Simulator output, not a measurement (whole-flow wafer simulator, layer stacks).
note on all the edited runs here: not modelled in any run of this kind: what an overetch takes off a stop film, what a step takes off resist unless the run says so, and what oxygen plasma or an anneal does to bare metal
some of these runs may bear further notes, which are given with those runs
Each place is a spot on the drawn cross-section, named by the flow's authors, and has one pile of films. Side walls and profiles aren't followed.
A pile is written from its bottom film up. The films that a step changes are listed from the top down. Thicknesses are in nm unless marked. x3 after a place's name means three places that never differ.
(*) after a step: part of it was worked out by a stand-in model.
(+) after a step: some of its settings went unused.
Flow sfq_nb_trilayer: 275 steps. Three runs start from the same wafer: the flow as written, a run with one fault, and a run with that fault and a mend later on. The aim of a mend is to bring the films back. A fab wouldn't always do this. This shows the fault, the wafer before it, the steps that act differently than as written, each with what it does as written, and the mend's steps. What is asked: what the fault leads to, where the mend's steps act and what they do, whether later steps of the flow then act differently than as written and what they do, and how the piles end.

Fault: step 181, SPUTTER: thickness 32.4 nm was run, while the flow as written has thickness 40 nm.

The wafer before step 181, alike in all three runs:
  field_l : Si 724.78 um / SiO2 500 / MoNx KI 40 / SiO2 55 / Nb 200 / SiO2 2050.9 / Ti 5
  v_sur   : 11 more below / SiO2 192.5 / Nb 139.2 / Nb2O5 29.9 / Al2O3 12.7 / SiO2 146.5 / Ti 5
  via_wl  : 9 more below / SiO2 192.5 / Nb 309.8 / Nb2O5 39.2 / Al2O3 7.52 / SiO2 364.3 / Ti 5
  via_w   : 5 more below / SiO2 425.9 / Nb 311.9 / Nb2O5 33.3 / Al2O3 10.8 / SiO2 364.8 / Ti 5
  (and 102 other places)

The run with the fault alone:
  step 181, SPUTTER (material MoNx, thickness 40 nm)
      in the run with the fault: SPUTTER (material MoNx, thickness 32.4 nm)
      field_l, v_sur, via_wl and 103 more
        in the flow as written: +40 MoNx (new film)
        in the run with the fault: +32.4 MoNx (new film)
  Later steps of the flow acting differently than as written (not shown: 11 more steps that differ only slightly, by at most 2% or 0.5 nm, whichever is larger):
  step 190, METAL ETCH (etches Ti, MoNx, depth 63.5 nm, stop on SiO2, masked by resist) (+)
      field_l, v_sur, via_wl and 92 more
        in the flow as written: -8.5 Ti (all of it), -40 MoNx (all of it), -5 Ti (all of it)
        in the run with the fault: -8.5 Ti (all of it), -32.4 MoNx (all of it), -5 Ti (all of it)
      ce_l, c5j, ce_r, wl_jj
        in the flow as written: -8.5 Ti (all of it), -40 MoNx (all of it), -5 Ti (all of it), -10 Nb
        in the run with the fault: -8.5 Ti (all of it), -32.4 MoNx (all of it), -5 Ti (all of it), -17.6 Nb
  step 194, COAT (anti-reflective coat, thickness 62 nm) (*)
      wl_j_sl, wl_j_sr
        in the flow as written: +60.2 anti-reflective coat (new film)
        in the run with the fault: +58.8 anti-reflective coat (new film)
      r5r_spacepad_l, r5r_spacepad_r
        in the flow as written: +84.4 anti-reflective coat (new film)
        in the run with the fault: +81.1 anti-reflective coat (new film)
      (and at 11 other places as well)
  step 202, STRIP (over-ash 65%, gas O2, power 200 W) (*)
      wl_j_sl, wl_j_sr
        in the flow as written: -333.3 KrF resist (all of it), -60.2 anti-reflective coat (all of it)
        in the run with the fault: -333.5 KrF resist (all of it), -58.8 anti-reflective coat (all of it)
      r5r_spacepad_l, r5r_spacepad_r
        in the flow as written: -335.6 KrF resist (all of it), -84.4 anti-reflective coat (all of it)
        in the run with the fault: -335.3 KrF resist (all of it), -81.1 anti-reflective coat (all of it)
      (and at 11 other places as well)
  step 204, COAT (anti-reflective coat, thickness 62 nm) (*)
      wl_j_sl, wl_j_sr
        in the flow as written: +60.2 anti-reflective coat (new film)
        in the run with the fault: +58.8 anti-reflective coat (new film)
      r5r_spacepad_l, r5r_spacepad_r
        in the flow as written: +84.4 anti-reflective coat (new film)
        in the run with the fault: +81.1 anti-reflective coat (new film)
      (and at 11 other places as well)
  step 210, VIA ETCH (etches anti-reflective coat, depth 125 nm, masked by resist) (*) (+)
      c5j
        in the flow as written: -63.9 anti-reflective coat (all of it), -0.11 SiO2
        in the run with the fault: -66 anti-reflective coat (all of it), -0.1 SiO2
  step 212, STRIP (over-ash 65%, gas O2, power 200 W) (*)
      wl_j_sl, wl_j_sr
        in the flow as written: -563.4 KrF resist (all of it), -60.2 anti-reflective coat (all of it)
        in the run with the fault: -563 KrF resist (all of it), -58.8 anti-reflective coat (all of it)
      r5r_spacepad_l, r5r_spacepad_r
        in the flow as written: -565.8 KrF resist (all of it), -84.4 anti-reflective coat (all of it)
        in the run with the fault: -564.9 KrF resist (all of it), -81.1 anti-reflective coat (all of it)
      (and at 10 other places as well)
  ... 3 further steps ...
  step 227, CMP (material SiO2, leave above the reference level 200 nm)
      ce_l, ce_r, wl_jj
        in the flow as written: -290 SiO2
        in the run with the fault: -282.4 SiO2
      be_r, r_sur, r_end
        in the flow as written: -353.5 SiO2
        in the run with the fault: -345.9 SiO2
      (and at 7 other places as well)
  The piles end different from the flow's at ce_l, c5j, ce_r and 8 more by more than 2% or 0.5 nm, whichever is larger.
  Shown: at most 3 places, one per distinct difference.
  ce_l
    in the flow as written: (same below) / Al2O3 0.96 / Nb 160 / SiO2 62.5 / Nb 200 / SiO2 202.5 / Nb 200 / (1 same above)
    in the run with the fault: (same below) / Al2O3 0.96 / Nb 152.4 / SiO2 62.5 / Nb 200 / SiO2 210.1 / Nb 200 / (1 same above)
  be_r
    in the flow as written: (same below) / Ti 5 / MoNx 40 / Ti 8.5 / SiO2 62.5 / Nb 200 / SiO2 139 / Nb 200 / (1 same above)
    in the run with the fault: (same below) / Ti 5 / MoNx 32.4 / Ti 8.5 / SiO2 62.5 / Nb 200 / SiO2 146.6 / Nb 200 / (1 same above)
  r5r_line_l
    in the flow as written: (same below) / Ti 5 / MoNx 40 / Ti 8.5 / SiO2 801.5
    in the run with the fault: (same below) / Ti 5 / MoNx 32.4 / Ti 8.5 / SiO2 809.1

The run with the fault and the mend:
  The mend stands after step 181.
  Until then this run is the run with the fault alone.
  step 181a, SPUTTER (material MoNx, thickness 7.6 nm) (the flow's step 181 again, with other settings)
      field_l, v_sur, via_wl and 103 more
        +7.6 MoNx
  Later steps of the flow that are run all act as written at every place that is followed.
  By the end, the piles equal the flow's at every place that both follow.
